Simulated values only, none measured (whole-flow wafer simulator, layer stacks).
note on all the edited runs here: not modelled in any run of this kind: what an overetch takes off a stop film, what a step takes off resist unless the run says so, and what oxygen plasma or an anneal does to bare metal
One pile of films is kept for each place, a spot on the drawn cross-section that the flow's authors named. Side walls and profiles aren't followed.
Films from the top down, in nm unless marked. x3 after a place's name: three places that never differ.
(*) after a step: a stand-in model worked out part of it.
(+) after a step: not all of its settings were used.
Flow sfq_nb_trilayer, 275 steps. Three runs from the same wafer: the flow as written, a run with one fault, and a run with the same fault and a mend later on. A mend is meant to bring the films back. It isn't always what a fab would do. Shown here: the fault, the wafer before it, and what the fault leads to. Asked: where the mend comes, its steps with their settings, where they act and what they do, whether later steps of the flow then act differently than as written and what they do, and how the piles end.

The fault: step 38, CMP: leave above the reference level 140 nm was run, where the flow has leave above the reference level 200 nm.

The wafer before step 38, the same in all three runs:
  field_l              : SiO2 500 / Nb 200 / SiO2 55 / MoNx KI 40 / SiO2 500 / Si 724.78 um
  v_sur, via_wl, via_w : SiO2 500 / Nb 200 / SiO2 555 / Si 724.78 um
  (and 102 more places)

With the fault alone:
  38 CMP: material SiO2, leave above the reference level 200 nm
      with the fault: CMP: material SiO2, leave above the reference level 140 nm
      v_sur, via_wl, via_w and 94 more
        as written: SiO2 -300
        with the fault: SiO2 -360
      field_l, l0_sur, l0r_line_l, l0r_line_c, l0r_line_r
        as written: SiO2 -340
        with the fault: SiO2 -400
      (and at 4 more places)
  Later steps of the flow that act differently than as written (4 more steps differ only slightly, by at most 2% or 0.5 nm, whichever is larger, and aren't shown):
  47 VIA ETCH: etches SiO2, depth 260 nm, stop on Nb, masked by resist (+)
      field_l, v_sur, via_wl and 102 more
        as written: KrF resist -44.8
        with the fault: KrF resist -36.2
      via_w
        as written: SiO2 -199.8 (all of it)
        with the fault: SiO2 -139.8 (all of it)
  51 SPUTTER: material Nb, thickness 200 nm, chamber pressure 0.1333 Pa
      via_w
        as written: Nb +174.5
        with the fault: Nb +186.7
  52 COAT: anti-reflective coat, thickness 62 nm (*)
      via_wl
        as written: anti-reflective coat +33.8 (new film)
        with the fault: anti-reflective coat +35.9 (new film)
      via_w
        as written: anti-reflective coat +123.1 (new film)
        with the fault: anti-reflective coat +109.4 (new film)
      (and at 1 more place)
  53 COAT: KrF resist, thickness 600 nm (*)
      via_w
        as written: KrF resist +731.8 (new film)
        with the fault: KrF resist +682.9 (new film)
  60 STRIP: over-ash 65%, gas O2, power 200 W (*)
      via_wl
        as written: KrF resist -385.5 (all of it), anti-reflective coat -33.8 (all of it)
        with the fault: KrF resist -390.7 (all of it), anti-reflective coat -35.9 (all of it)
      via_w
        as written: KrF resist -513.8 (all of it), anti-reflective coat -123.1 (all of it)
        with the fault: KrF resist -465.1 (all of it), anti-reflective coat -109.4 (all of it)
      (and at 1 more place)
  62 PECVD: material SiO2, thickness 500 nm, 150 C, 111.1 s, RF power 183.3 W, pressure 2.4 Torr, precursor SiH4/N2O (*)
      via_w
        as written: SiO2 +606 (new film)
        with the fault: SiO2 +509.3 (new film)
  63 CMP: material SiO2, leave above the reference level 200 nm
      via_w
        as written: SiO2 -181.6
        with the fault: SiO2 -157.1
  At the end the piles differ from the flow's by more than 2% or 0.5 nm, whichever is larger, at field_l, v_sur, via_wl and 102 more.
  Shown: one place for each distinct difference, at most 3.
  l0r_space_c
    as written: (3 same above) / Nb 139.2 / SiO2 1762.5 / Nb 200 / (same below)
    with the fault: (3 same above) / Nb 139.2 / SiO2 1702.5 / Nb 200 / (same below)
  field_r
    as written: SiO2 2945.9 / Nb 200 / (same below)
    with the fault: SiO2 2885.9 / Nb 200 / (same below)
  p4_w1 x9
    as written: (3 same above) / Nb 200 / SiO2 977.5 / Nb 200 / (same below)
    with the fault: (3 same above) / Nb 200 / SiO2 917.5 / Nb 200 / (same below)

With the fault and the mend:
  The mend comes after step 45.
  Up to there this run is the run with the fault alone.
  45a STRIP: over-ash 65%, gas O2, power 200 W (*)
      field_l, v_sur, via_wl and 102 more
        KrF resist -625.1 (all of it), anti-reflective coat -62 (all of it)
      via_w
        anti-reflective coat -62 (all of it)
  45b PECVD: material SiO2, thickness 60 nm, 150 C, 13.33 s, RF power 183.3 W, pressure 2.4 Torr, precursor SiH4/N2O (the flow's step 37 once more, with other settings)
      field_l, v_sur, via_wl and 103 more
        SiO2 +60
  45c COAT: anti-reflective coat, thickness 62 nm (the flow's step 40 once more)
      field_l, v_sur, via_wl and 103 more
        anti-reflective coat +62 (new film)
  45d COAT: KrF resist, thickness 650 nm (the flow's step 41 once more)
      field_l, v_sur, via_wl and 103 more
        KrF resist +650 (new film)
  45e SOFTBAKE: KrF resist (the flow's step 42 once more)
      changes no film at any place that is followed
  45f EXPOSE: photomask I0, dose 11.91 mJ/cm2, NA 0.6, wavelength 248 nm (*) (the flow's step 43 once more)
      changes no film at any place that is followed
  45g PEB: KrF resist, 90 s (the flow's step 44 once more)
      field_l, v_sur, via_wl and 103 more
        KrF resist -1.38
  45h DEVELOP: KrF resist, thickness 650 nm, 60 s (the flow's step 45 once more)
      field_l, v_sur, via_wl and 102 more
        KrF resist -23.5
      via_w
        KrF resist -648.6 (all of it)
  No later step of the flow acts differently than as written, at any place that is followed, by more than 2% or 0.5 nm, whichever is larger.
  At the end the piles differ from the flow's only slightly at the places that both follow, by at most 2% or 0.5 nm, whichever is larger.
